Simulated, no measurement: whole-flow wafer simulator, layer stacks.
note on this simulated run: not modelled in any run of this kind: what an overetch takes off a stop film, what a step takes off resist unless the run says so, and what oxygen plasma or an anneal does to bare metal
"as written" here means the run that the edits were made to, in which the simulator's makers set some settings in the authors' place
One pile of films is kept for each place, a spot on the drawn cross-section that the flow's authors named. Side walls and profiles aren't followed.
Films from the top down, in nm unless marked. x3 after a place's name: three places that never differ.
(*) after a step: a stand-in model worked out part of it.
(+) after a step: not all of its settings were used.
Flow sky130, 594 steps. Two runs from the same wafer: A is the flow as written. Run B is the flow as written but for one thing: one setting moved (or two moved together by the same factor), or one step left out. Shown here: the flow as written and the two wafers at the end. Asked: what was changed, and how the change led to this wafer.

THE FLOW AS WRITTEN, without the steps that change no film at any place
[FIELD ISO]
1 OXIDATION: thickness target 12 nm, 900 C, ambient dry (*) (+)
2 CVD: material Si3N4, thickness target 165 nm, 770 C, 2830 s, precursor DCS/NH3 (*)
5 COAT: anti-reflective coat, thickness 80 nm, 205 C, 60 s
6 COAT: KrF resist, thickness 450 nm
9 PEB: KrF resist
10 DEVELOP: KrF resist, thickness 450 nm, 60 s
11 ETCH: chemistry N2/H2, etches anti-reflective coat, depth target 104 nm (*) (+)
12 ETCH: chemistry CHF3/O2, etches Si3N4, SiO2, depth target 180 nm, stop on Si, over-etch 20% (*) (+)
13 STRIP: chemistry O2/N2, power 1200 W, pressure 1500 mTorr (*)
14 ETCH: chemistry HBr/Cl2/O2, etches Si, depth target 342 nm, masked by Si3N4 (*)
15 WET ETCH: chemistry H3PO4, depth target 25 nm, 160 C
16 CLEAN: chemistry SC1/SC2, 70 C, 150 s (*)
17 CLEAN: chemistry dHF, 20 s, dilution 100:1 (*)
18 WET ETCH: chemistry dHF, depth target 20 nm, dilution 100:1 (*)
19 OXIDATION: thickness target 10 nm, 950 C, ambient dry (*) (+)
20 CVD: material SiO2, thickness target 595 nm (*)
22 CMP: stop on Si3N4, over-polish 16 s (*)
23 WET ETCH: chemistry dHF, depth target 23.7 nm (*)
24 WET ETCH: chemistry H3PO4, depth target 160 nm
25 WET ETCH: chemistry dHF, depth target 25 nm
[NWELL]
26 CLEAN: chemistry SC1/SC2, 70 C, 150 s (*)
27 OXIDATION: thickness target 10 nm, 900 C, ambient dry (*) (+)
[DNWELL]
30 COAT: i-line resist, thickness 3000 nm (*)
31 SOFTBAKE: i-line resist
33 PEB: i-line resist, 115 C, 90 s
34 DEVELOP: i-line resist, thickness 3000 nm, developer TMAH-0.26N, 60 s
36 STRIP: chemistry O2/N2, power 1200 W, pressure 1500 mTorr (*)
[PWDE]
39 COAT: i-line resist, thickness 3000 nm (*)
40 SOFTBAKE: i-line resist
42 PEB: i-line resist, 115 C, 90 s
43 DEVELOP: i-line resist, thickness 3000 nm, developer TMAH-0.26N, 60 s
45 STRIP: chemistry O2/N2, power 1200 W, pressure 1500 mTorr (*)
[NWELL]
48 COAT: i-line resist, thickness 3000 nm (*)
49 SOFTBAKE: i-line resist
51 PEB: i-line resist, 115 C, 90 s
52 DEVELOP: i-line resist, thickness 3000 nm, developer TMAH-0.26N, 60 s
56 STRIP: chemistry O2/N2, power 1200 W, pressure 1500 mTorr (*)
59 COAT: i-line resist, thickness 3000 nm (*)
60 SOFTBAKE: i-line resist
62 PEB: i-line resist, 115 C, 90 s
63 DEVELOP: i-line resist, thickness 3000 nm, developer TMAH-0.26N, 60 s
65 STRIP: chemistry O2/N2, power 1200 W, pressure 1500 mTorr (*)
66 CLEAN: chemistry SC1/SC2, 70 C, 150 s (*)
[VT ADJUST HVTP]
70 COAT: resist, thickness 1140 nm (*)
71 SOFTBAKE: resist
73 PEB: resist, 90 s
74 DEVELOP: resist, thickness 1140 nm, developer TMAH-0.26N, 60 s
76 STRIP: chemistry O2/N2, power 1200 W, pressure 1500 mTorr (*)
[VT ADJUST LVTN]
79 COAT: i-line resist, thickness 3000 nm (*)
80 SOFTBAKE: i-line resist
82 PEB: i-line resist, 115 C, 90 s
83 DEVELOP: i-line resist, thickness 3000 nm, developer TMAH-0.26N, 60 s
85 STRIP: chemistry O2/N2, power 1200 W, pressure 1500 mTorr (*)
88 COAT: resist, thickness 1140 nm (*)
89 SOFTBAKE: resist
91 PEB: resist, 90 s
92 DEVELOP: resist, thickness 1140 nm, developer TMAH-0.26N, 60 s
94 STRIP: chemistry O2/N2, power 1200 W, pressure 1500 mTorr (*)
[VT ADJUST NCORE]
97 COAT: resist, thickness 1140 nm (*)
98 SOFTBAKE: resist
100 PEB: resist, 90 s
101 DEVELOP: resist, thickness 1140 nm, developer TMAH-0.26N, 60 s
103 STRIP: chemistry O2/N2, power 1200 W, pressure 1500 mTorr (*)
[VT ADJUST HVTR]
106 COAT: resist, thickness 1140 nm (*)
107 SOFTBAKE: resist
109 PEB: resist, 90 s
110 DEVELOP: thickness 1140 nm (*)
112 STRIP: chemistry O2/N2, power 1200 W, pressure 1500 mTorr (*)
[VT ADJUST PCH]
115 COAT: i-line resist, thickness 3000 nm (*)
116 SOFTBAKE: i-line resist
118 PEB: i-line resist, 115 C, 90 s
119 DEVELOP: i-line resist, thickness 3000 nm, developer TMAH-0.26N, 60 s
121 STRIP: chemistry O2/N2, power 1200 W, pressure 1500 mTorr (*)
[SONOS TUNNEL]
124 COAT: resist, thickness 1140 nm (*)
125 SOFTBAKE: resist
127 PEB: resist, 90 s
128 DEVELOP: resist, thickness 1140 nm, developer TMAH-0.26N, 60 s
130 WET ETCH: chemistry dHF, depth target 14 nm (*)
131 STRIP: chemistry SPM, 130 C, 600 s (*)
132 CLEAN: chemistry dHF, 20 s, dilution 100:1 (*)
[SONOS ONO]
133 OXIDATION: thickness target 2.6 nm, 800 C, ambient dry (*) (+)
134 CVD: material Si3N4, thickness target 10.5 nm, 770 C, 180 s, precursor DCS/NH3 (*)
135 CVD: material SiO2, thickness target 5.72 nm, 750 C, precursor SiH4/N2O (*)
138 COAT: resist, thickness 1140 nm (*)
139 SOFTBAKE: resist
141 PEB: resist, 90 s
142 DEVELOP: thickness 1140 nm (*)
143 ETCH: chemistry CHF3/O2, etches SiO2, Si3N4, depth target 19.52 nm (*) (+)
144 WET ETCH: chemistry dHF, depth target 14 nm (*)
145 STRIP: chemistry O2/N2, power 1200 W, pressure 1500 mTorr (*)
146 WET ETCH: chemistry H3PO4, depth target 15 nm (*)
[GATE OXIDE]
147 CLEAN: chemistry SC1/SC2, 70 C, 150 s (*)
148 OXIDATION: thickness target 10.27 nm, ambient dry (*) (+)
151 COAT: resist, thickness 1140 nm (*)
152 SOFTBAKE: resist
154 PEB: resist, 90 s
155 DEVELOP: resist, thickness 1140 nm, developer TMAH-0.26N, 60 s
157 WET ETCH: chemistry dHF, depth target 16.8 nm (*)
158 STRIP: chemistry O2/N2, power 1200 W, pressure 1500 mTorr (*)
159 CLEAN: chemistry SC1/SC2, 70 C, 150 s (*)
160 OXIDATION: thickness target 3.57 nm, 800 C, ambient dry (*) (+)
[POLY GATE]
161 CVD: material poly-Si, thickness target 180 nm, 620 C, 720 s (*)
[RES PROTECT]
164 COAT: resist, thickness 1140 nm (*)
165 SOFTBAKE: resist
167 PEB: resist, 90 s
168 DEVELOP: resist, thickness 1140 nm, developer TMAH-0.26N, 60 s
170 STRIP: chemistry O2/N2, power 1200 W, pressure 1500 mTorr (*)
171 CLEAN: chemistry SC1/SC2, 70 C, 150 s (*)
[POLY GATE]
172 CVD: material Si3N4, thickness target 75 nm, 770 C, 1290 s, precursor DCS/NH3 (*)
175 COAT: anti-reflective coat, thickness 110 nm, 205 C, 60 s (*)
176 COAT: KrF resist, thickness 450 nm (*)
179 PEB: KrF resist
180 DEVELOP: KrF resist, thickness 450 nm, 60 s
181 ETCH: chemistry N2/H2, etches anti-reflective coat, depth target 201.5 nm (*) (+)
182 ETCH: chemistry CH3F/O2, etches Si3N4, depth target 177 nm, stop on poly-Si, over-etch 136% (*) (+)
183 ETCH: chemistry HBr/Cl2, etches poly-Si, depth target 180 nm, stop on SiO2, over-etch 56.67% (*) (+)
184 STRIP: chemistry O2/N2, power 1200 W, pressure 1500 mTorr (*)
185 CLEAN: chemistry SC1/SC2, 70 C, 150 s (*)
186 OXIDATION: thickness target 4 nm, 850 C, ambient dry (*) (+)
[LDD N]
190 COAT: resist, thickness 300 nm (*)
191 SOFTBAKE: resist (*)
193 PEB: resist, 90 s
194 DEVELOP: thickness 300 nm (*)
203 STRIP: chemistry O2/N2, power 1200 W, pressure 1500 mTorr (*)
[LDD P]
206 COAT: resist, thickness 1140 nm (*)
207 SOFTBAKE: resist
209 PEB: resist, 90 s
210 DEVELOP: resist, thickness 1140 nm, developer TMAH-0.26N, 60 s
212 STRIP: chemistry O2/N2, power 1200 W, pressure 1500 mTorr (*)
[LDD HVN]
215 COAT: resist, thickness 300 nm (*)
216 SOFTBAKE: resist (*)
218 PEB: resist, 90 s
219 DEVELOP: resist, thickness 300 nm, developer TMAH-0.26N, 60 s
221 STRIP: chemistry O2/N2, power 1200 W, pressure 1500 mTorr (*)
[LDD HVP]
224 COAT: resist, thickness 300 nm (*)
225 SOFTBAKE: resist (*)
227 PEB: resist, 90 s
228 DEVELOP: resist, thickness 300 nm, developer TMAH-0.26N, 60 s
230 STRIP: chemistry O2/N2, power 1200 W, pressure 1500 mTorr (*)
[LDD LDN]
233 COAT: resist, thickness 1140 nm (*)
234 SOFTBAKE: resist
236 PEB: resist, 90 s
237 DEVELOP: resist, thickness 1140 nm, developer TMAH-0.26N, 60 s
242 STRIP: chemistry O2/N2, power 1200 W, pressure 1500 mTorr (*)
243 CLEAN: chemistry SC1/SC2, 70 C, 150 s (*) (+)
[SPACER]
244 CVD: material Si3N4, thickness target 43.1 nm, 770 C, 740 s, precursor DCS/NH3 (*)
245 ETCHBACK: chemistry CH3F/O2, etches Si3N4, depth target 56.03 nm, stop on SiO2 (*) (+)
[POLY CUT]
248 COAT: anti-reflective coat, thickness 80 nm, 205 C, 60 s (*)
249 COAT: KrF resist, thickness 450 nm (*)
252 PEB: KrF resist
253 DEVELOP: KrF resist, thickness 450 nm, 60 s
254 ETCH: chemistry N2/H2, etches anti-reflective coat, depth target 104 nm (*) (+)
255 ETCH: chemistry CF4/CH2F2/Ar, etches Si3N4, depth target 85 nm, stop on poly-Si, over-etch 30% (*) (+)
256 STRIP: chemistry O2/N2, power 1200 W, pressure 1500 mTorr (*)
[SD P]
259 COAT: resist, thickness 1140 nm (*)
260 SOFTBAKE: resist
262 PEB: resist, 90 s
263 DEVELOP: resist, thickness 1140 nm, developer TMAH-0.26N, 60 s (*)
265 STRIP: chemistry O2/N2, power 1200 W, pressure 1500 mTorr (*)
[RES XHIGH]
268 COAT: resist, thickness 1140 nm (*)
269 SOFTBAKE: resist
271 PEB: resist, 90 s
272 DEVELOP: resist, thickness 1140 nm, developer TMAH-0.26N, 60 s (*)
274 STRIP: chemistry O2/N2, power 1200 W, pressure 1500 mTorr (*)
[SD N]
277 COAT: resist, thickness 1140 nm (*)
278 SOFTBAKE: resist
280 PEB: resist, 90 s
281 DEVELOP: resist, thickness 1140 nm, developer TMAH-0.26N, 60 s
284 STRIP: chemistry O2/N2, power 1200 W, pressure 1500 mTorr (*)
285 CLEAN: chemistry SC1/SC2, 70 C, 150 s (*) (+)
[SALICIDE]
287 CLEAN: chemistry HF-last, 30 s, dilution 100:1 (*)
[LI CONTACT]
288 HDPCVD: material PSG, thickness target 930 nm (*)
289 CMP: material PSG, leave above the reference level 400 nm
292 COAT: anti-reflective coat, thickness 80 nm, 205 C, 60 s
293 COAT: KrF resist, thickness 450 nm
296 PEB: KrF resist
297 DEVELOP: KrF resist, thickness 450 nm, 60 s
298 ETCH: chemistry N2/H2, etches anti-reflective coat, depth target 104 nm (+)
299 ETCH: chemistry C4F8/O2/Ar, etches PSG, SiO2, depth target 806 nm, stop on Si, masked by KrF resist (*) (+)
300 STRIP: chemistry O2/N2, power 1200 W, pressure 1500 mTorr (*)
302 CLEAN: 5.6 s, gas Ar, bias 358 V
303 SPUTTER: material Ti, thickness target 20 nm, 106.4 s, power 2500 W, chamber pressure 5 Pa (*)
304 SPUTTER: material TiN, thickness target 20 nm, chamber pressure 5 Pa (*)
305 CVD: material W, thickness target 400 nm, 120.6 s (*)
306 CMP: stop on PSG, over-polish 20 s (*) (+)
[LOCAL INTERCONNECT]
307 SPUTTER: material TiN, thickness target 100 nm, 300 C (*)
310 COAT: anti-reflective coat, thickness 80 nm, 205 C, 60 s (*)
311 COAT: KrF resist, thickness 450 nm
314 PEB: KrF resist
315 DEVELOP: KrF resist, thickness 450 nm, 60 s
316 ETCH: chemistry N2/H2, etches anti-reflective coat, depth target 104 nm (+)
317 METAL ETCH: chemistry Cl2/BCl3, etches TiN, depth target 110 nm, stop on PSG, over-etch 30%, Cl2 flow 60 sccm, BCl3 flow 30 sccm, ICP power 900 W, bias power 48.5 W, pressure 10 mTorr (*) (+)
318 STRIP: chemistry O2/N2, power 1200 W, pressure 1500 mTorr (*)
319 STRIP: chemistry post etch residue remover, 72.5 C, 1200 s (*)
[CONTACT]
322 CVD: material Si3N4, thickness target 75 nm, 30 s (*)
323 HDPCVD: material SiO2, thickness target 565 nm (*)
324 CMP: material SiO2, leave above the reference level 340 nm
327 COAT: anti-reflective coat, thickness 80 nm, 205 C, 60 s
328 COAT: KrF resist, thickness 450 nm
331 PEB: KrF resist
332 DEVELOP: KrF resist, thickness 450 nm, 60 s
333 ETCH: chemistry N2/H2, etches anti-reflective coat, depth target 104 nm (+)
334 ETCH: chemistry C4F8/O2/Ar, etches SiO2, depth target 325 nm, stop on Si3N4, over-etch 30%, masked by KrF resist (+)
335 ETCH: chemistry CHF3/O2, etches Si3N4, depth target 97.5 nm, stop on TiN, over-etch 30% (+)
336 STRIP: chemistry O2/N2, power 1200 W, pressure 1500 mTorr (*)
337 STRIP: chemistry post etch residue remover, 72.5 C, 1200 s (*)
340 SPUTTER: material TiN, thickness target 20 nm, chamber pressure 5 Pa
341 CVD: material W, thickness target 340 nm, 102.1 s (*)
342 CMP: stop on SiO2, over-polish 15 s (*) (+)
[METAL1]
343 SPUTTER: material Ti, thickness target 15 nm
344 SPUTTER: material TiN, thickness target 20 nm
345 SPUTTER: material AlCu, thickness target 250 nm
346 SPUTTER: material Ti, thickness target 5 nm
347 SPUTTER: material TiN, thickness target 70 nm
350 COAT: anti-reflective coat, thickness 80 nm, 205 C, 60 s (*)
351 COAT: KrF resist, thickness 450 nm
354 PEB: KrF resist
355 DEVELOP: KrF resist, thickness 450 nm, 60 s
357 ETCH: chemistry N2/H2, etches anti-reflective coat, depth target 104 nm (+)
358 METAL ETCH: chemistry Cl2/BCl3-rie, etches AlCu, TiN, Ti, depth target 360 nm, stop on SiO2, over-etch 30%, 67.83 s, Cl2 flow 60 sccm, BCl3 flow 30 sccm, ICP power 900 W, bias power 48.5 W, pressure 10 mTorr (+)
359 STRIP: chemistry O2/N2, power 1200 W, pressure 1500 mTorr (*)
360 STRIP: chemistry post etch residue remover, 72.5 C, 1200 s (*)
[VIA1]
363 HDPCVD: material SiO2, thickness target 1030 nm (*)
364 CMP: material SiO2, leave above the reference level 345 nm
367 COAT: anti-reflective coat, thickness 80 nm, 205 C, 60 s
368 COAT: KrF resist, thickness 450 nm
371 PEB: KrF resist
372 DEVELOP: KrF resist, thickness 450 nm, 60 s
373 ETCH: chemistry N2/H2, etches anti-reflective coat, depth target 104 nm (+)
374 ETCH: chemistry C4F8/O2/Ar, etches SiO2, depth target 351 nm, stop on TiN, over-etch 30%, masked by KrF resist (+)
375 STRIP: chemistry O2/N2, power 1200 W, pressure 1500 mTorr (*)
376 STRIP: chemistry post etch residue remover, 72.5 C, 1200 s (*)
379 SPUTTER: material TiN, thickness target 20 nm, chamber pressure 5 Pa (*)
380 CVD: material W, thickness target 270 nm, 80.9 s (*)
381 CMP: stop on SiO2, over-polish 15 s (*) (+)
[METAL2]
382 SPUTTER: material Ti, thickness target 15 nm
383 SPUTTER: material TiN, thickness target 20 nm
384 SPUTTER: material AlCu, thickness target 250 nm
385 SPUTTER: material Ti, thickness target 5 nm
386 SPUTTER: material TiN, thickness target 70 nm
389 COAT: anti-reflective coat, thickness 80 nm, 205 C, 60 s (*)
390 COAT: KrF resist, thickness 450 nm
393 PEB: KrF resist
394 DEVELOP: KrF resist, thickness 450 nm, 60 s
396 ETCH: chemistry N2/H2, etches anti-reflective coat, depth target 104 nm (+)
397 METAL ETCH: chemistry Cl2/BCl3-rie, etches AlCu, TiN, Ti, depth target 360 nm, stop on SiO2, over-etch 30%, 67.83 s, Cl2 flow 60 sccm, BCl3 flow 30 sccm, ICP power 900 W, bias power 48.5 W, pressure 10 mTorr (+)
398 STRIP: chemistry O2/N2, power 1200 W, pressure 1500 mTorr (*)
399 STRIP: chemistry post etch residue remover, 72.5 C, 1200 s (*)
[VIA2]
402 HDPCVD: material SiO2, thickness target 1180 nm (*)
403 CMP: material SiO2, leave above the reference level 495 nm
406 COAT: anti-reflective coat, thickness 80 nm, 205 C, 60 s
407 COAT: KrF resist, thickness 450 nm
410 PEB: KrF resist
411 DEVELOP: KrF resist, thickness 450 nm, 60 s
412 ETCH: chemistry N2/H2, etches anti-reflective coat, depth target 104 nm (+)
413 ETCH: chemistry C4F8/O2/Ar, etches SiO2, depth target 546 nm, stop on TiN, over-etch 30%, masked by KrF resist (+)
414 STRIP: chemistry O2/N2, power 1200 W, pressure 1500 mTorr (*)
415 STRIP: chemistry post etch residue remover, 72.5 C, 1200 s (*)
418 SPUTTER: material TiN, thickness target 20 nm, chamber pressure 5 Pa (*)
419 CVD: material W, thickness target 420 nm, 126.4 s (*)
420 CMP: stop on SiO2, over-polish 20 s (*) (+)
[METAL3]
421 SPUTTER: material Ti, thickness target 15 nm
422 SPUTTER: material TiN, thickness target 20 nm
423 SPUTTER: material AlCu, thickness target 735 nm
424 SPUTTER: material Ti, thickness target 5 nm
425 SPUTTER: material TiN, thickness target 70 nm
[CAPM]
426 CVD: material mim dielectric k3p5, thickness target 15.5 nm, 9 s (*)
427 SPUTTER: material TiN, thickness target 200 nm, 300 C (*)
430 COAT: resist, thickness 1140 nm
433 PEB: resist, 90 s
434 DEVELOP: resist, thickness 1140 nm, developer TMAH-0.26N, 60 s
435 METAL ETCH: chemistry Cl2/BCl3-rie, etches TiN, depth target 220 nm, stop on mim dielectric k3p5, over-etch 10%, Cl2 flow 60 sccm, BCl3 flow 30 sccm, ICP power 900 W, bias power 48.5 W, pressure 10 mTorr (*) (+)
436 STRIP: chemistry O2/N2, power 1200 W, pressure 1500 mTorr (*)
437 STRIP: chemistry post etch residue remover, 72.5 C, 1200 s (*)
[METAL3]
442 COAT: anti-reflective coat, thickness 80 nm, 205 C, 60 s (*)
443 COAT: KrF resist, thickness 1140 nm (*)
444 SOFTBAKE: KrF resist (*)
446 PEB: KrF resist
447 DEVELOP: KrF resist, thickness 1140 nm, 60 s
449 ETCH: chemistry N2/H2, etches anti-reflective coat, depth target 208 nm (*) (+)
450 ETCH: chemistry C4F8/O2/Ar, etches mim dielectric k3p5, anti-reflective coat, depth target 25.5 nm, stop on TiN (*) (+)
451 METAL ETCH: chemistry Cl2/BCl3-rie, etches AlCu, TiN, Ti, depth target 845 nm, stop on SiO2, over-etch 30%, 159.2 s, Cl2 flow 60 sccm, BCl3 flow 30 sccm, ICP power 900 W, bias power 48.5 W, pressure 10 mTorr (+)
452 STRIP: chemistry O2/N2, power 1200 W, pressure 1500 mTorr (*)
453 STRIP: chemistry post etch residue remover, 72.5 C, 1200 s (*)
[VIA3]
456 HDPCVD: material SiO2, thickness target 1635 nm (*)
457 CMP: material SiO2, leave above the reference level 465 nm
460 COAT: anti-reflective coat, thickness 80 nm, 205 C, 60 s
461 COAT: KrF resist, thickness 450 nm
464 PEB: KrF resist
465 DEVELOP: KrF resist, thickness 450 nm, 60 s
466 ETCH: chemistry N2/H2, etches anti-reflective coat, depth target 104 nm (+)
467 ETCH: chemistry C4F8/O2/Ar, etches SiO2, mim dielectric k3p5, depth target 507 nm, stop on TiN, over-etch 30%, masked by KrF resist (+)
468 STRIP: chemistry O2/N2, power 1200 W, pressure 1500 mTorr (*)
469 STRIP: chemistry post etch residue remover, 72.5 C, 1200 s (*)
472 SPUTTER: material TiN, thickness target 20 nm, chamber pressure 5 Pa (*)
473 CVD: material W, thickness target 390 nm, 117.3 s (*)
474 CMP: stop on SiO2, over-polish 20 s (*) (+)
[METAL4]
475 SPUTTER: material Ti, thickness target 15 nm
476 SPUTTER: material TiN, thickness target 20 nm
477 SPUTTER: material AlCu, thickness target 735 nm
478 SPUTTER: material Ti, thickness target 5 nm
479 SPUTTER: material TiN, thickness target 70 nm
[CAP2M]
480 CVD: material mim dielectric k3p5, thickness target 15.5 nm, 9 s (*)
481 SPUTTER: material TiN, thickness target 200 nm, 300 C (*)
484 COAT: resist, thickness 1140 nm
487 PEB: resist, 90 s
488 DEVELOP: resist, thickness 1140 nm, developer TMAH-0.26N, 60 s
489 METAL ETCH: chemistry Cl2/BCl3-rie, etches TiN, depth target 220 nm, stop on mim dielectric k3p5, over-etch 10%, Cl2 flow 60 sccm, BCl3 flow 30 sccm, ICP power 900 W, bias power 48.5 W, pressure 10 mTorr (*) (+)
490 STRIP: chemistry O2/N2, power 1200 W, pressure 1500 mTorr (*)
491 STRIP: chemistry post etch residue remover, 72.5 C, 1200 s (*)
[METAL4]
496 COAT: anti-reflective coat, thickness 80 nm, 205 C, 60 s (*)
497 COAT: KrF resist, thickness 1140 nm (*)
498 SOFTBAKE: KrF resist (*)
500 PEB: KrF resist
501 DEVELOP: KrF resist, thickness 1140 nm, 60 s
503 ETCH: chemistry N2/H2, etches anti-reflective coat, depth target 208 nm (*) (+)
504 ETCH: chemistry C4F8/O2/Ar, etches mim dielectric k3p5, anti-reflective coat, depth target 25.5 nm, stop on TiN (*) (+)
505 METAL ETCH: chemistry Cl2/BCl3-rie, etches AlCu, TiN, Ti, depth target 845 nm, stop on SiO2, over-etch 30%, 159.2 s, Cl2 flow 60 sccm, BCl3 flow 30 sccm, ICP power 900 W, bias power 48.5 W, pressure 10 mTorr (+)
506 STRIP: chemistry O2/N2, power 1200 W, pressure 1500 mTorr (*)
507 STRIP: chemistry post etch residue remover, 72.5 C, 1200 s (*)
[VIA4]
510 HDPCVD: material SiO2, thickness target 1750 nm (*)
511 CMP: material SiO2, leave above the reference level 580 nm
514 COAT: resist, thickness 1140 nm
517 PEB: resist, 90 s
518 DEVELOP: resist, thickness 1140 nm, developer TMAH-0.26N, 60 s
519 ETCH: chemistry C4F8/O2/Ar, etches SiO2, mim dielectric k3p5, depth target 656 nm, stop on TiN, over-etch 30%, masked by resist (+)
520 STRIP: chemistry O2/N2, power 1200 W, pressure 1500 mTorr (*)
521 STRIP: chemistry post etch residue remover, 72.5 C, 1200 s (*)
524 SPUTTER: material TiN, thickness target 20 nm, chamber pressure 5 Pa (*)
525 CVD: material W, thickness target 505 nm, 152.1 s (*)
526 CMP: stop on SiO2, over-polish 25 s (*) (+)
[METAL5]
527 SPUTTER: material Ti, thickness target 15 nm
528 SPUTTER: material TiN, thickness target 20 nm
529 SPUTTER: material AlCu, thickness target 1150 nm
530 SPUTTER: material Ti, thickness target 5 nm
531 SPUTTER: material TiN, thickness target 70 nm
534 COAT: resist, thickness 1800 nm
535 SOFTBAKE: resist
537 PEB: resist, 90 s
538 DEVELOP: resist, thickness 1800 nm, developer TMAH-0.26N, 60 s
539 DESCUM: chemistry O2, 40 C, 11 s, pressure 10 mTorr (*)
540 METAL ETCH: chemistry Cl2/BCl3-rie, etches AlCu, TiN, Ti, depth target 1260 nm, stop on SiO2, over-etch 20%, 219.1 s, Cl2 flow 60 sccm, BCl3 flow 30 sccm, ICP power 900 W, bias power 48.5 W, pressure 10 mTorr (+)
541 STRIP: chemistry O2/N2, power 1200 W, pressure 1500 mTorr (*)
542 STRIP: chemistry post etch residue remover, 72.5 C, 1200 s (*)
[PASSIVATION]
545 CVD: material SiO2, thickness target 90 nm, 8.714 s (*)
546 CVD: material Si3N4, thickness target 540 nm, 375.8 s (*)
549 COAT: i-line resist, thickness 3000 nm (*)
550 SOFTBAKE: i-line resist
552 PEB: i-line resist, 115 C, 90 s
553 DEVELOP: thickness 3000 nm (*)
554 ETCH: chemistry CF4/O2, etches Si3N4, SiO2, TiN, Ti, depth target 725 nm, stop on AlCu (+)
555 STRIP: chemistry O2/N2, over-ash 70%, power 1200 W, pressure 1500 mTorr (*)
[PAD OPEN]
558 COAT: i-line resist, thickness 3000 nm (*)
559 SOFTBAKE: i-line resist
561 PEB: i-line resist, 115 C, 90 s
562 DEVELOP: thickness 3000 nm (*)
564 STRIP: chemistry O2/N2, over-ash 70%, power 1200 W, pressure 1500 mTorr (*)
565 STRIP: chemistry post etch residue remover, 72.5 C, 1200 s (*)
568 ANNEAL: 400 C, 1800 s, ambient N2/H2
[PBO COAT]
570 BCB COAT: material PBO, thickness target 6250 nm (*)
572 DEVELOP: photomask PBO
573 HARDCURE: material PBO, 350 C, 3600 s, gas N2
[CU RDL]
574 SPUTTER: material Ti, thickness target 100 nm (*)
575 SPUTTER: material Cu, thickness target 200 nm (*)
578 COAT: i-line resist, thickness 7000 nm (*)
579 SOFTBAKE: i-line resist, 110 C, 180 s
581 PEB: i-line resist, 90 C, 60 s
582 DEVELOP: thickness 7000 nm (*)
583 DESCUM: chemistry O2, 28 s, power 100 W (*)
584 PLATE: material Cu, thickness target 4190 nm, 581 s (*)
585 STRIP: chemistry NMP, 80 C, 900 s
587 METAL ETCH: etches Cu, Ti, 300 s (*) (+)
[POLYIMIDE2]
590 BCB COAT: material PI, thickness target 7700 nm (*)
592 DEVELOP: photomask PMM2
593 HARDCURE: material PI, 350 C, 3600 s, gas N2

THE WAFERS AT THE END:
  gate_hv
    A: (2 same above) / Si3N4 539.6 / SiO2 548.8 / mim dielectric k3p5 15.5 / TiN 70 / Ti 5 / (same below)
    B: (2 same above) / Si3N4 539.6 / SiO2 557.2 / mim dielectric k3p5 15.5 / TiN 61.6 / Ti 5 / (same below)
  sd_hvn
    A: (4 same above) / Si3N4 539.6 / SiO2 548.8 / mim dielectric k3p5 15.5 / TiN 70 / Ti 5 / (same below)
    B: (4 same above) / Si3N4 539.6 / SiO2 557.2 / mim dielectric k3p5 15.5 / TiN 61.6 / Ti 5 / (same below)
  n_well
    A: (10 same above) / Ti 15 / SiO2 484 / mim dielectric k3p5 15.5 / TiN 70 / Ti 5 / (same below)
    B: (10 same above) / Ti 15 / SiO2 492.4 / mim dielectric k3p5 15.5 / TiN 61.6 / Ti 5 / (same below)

The cause: step 479, SPUTTER: thickness target 61.6 nm was run, where the flow has thickness target 70 nm.
It can be read off the wafer: gate_hv has TiN 61.6, and step 479 as written asks for 70 nm.

How the change led to this, step by step:
  479 SPUTTER: material TiN, thickness target 70 nm
      field, active, n_well and 189 more: A TiN +70 (new film) | B TiN +61.6 (new film)
  505 METAL ETCH: chemistry Cl2/BCl3-rie, etches AlCu, TiN, Ti, depth target 845 nm, stop on SiO2, over-etch 30%, 159.2 s, Cl2 flow 60 sccm, BCl3 flow 30 sccm, ICP power 900 W, bias power 48.5 W, pressure 10 mTorr (+)
      field, active, gate and 70 more: A TiN -70 (all of it), Ti -5 (all of it), AlCu -735 (all of it), TiN -20 (all of it), Ti -15 (all of it), SiO2 -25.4 | B TiN -61.6 (all of it), Ti -5 (all of it), AlCu -735 (all of it), TiN -20 (all of it), Ti -15 (all of it), SiO2 -26.2
      vpp_iso1, mim_edge_plate, m1_ln and 12 more: A TiN -70 (all of it), Ti -5 (all of it), AlCu -735 (all of it), TiN -20 (all of it), Ti -15 (all of it), SiO2 -25.3 | B TiN -61.6 (all of it), Ti -5 (all of it), AlCu -735 (all of it), TiN -20 (all of it), Ti -15 (all of it), SiO2 -26.2
